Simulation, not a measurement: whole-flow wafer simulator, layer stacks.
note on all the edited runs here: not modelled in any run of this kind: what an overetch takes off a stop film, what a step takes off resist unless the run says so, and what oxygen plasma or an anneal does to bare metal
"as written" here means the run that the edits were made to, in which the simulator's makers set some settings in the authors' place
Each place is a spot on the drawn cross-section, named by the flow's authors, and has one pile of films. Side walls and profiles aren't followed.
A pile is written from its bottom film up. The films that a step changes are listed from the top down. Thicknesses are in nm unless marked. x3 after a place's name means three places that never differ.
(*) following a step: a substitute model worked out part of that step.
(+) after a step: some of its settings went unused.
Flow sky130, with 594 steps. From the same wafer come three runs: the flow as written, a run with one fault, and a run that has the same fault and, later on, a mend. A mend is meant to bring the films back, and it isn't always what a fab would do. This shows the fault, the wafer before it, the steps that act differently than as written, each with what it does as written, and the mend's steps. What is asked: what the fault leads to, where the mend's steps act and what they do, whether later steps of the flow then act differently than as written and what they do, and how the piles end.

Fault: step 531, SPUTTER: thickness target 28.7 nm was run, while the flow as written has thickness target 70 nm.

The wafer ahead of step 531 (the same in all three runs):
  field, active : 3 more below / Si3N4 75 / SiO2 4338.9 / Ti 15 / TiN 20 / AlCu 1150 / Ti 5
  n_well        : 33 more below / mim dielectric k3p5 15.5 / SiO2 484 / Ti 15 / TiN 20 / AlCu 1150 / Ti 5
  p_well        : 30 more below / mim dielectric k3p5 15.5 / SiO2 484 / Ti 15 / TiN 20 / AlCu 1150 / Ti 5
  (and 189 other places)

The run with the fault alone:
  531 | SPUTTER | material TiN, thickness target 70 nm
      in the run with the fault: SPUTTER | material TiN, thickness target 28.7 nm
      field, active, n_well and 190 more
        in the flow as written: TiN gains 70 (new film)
        in the run with the fault: TiN gains 28.7 (new film)
  Steps later in the flow that act otherwise than as written (11 more steps, not shown, differ only slightly: by at most 2% or 0.5 nm, whichever is larger):
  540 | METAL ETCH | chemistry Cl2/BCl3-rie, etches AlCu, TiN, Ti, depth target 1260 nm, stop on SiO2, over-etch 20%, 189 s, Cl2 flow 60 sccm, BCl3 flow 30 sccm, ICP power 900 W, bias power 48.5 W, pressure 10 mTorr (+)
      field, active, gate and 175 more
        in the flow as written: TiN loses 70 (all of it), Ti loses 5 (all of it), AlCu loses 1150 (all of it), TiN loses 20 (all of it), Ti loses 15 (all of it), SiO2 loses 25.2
        in the run with the fault: TiN loses 28.7 (all of it), Ti loses 5 (all of it), AlCu loses 1150 (all of it), TiN loses 20 (all of it), Ti loses 15 (all of it), SiO2 loses 29.3
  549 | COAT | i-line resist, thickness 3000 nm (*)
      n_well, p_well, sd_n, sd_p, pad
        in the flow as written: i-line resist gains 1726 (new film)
        in the run with the fault: i-line resist gains 1762.8 (new film)
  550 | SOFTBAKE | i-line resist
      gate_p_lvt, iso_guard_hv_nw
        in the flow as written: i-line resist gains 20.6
        in the run with the fault: i-line resist gains 19.8
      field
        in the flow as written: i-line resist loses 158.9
        in the run with the fault: i-line resist loses 155.3
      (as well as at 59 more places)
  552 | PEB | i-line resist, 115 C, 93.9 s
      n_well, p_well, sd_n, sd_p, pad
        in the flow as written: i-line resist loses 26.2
        in the run with the fault: i-line resist loses 26.8
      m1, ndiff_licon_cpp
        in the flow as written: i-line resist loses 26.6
        in the run with the fault: i-line resist loses 27.2
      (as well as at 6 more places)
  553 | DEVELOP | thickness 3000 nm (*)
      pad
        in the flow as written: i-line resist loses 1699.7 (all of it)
        in the run with the fault: i-line resist loses 1736 (all of it)
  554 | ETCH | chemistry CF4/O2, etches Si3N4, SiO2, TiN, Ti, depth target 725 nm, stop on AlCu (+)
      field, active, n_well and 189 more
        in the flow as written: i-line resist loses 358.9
        in the run with the fault: i-line resist loses 317.6
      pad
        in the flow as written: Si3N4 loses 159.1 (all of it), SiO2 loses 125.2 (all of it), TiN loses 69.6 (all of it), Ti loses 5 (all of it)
        in the run with the fault: Si3N4 loses 159.1 (all of it), SiO2 loses 125.2 (all of it), TiN loses 28.3 (all of it), Ti loses 5 (all of it)
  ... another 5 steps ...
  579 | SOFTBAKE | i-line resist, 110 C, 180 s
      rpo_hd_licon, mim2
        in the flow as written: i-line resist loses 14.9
        in the run with the fault: i-line resist loses 14.3
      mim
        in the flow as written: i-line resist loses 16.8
        in the run with the fault: i-line resist loses 16.2
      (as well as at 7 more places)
  At n_well, p_well, sd_n and 11 more, the piles at the end differ from the flow's by more than 2% or 0.5 nm, whichever is larger.
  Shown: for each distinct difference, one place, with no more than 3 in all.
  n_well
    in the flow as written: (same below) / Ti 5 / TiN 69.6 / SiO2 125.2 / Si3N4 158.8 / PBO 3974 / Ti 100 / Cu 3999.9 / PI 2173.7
    in the run with the fault: (same below) / Ti 5 / TiN 28.3 / SiO2 125.2 / Si3N4 158.8 / PBO 4003.7 / Ti 100 / Cu 3999.9 / PI 2178.5
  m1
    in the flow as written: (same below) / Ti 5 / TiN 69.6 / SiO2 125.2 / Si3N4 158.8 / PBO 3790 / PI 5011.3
    in the run with the fault: (same below) / Ti 5 / TiN 28.3 / SiO2 125.2 / Si3N4 158.8 / PBO 3824.3 / PI 5013.4
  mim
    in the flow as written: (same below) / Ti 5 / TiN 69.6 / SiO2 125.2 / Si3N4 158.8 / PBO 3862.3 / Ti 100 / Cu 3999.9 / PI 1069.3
    in the run with the fault: (same below) / Ti 5 / TiN 28.3 / SiO2 125.2 / Si3N4 158.8 / PBO 3894.3 / Ti 100 / Cu 3999.9 / PI 1072.9

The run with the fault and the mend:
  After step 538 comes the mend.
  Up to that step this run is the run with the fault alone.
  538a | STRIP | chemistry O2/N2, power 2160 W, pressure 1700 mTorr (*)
      n_well, p_well, sd_n and 9 more
        resist loses 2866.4 (all of it)
      m1, via4_hole
        resist loses 2868.5 (all of it)
      via4_enc
        resist loses 2866.3 (all of it)
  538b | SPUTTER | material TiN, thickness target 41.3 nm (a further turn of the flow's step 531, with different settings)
      field, active, n_well and 190 more
        TiN gains 41.3
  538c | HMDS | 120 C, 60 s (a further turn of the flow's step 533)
      leaves every film unchanged at each place that is followed
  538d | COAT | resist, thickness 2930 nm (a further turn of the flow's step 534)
      n_well, p_well, gate_hv and 172 more
        resist gains 2930 (new film)
      field, active, gate and 13 more
        resist gains 2929.9 (new film)
      m1, via4_hole
        resist gains 2932.1 (new film)
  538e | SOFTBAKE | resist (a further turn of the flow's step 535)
      field, active, gate, spacer, m1, sonos_cell, sonos_guard, sonos_guard_hv
        resist gains 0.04
      nwell_res
        resist gains 0.03
      pplus_nw
        resist gains 0.02
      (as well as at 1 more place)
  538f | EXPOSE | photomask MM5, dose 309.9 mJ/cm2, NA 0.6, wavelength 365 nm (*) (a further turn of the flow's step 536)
      leaves every film unchanged at each place that is followed
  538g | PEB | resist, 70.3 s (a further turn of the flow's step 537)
      field, active, n_well and 188 more
        resist loses 63.6
      m1, via4_hole
        resist loses 63.7
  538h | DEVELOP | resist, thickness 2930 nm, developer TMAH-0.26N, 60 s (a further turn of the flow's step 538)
      field, active, gate and 168 more
        resist loses 2866.4 (all of it)
      via1_hole, via1_enc, via2_hole, via2_enc, via3_hole, via3_enc, via_li1
        resist loses 2866.3 (all of it)
  Every later step of the flow that is run acts as written at every place that is followed.
  By the end, the piles equal the flow's at every place that both follow.
